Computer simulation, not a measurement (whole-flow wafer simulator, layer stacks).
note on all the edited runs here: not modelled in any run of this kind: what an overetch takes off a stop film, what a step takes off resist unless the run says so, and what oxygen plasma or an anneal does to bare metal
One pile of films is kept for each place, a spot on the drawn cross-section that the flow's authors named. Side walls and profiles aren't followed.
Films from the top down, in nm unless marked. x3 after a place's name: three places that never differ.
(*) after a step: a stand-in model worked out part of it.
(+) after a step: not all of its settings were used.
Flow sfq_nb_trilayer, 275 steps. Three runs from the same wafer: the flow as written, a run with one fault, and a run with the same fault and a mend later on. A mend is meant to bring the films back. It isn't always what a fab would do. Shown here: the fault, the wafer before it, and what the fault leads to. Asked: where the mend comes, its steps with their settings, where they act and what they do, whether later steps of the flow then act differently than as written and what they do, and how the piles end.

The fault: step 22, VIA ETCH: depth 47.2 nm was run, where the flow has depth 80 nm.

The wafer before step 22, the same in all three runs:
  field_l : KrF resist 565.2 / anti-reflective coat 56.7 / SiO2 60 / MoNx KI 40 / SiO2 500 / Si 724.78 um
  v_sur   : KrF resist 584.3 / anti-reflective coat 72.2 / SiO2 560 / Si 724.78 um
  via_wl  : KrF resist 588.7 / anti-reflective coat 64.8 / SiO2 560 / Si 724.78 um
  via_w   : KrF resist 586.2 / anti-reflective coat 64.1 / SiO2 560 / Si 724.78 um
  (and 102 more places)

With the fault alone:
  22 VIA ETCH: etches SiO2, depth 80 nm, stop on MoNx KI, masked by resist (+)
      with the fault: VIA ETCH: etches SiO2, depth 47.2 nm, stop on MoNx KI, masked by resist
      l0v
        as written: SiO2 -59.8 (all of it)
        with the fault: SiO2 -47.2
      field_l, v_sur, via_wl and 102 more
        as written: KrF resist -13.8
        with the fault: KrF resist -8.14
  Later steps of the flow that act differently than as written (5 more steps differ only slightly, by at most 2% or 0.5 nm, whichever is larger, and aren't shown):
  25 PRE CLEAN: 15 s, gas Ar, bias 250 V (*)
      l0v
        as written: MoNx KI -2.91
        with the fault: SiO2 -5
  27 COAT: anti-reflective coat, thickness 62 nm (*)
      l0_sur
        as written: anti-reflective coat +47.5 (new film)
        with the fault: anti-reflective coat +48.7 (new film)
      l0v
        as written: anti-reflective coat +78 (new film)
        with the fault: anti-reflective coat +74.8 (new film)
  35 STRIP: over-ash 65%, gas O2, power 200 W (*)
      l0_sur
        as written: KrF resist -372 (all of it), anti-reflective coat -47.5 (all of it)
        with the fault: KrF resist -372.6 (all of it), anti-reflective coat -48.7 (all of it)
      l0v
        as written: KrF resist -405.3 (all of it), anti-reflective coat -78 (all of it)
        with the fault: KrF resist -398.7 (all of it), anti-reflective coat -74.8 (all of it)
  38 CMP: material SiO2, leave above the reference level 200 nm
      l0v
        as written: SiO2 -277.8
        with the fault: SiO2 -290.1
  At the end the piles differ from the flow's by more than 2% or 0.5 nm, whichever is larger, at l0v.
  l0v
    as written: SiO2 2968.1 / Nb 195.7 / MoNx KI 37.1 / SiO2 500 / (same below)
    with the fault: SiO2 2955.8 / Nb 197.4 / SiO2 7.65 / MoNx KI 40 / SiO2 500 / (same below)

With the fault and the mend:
  The mend comes after step 23.
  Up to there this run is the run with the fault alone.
  23a COAT: anti-reflective coat, thickness 62 nm (*) (the flow's step 15 once more)
      p4_fl x3, p4_w1 x9, p4_g1 x2 and 59 more
        anti-reflective coat +62 (new film)
      jj_sur, ce_l, c5j and 6 more
        anti-reflective coat +63.6 (new film)
      be, be_sur, gap, moat, field_r, lsp_l
        anti-reflective coat +63.7 (new film)
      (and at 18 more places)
  23b COAT: KrF resist, thickness 650 nm (*) (the flow's step 16 once more)
      p4_fl x3, p4_w1 x9, p4_g1 x2 and 59 more
        KrF resist +650 (new film)
      jj_sur, ce_l, c5j, res, r_end
        KrF resist +656.8 (new film)
      ce_r, sp_r, be_r, r_sur
        KrF resist +656.7 (new film)
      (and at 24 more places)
  23c SOFTBAKE: KrF resist (the flow's step 17 once more)
      changes no film at any place that is followed
  23d EXPOSE: photomask L0V, dose 12.41 mJ/cm2, NA 0.6, wavelength 248 nm (*) (the flow's step 18 once more)
      changes no film at any place that is followed
  23e PEB: KrF resist, 90 s (the flow's step 19 once more)
      p4_fl x3, p4_w1 x9, p4_g1 x2 and 59 more
        KrF resist -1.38
      via_v, wire, be and 17 more
        KrF resist -1.39
      v_sur, via_w, via_wr, via_sp, ln_m6
        KrF resist -1.4
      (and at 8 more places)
  23f DEVELOP: KrF resist, thickness 650 nm, 60 s (the flow's step 20 once more)
      field_l, v_sur, via_wl and 102 more
        KrF resist -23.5
      l0v
        KrF resist -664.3 (all of it)
  23g VIA ETCH: etches anti-reflective coat, depth 125 nm, masked by resist (*) (+) (the flow's step 21 once more)
      field_l, v_sur, via_wl and 102 more
        KrF resist -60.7
      l0v
        anti-reflective coat -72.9 (all of it), SiO2 -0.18
  23h VIA ETCH: etches SiO2, depth 32.8 nm, stop on MoNx KI, masked by resist (+) (the flow's step 22 once more, with other settings)
      field_l, v_sur, via_wl and 102 more
        KrF resist -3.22
      l0v
        SiO2 -12.5 (all of it)
  23i STRIP: over-ash 65%, gas O2, power 200 W (*) (the flow's step 23 once more)
      p4_fl x3, p4_w1 x9, p4_g1 x2 and 59 more
        KrF resist -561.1 (all of it), anti-reflective coat -62 (all of it)
      jj_sur, ce_l, c5j, ce_r, sp_r, be_r, r_sur, res
        KrF resist -567.9 (all of it), anti-reflective coat -63.6 (all of it)
      l0r_line_l, l0r_line_c, l0r_line_r
        KrF resist -557.2 (all of it), anti-reflective coat -59 (all of it)
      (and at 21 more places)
  No later step of the flow acts differently than as written at any place that is followed.
  At the end the piles are the same as the flow's at every place that both follow.
